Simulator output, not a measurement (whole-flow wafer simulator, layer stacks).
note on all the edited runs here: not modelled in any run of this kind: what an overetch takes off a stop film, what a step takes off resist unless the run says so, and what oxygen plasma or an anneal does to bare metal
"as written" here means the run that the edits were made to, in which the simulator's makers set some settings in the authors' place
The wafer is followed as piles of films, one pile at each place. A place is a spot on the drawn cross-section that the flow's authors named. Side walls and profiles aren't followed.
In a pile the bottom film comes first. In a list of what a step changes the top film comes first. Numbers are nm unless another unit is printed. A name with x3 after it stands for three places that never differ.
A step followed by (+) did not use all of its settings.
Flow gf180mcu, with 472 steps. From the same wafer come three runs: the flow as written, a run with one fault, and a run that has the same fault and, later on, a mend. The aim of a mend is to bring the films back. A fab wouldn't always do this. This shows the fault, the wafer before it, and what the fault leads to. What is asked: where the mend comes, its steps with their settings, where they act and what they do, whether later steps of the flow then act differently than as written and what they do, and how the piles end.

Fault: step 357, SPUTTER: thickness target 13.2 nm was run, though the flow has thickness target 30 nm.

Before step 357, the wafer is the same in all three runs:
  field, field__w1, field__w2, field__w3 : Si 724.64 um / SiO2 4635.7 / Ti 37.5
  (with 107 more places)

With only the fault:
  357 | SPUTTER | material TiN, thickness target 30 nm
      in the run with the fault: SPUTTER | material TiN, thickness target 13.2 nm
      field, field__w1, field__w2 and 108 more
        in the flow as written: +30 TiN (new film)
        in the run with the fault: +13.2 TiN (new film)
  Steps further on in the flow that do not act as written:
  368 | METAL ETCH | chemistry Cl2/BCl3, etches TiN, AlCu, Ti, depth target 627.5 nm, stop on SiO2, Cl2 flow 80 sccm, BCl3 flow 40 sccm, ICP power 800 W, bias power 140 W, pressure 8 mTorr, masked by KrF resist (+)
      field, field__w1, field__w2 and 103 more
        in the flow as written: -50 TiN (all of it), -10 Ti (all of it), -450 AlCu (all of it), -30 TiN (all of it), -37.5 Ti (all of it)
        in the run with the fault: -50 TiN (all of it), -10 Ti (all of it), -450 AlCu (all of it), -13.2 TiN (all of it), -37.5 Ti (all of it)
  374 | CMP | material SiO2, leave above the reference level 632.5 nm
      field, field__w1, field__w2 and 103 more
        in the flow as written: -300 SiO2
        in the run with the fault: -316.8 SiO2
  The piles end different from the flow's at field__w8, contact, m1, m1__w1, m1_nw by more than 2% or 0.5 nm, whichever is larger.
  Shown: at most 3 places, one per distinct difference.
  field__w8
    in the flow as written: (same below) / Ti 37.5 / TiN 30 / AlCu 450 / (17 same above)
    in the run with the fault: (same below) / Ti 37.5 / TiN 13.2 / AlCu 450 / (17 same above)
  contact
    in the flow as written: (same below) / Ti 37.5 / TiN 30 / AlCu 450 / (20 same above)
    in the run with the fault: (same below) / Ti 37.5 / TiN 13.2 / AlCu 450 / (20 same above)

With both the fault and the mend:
  The mend follows step 357.
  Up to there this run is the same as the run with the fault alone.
  357a | SPUTTER | material TiN, thickness target 16.8 nm (the flow's step 357 again, with other settings)
      field, field__w1, field__w2 and 108 more
        +16.8 TiN
  None of the later steps of the flow acts differently than as written at any place that is followed.
  The piles end the same as the flow's at every place that both follow.
